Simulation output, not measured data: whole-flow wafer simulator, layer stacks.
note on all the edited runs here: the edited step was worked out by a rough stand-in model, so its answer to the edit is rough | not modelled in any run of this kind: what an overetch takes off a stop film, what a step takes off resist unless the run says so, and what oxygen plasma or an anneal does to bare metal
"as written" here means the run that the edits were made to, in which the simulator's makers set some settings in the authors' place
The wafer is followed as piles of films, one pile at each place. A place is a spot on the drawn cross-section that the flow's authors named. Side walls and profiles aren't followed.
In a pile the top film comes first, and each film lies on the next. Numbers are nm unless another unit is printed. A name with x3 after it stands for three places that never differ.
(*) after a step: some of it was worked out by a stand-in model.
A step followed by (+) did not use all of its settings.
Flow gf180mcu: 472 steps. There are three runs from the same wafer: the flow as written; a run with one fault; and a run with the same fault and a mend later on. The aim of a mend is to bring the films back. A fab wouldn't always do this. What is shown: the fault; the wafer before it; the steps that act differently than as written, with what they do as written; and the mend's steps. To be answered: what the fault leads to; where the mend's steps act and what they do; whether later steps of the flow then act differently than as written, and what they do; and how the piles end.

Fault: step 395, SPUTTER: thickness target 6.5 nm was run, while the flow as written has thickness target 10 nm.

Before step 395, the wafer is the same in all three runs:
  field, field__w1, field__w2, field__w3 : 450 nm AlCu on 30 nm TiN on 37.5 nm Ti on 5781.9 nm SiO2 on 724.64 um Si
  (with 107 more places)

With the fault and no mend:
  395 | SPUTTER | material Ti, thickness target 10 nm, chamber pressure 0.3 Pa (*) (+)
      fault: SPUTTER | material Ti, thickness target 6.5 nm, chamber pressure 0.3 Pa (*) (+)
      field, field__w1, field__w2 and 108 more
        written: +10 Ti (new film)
        fault: +6.5 Ti (new film)
  Steps later in the flow that act otherwise than as written (not shown: 2 more steps that differ only slightly, by at most 2% or 0.5 nm, whichever is larger):
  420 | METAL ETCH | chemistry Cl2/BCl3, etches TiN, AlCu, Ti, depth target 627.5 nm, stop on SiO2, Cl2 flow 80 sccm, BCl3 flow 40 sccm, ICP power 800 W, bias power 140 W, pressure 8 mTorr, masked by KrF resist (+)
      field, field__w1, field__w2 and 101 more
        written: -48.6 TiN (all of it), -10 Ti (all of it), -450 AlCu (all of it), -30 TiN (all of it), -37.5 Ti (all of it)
        fault: -48.6 TiN (all of it), -6.5 Ti (all of it), -450 AlCu (all of it), -30 TiN (all of it), -37.5 Ti (all of it)
  At field__w4, field__w8, contact, m1, m1__w1, mim, mim_1p0, m1_nw, the piles at the end differ from the flow's by more than 2% or 0.5 nm, whichever is larger.
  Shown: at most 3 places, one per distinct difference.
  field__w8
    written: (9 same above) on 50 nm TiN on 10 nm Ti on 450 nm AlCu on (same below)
    fault: (9 same above) on 50 nm TiN on 6.5 nm Ti on 450 nm AlCu on (same below)
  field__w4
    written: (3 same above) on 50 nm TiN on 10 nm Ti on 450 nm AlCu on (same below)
    fault: (3 same above) on 50 nm TiN on 6.5 nm Ti on 450 nm AlCu on (same below)
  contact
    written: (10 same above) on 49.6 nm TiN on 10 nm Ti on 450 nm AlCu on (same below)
    fault: (10 same above) on 49.6 nm TiN on 6.5 nm Ti on 450 nm AlCu on (same below)

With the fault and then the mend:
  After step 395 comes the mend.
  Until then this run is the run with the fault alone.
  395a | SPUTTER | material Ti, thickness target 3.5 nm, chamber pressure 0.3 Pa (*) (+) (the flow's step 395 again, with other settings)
      field, field__w1, field__w2 and 108 more
        +3.5 Ti
  Later steps of the flow that are run all act as written at every place that is followed.
  At every place that both follow, the piles at the end match the flow's.
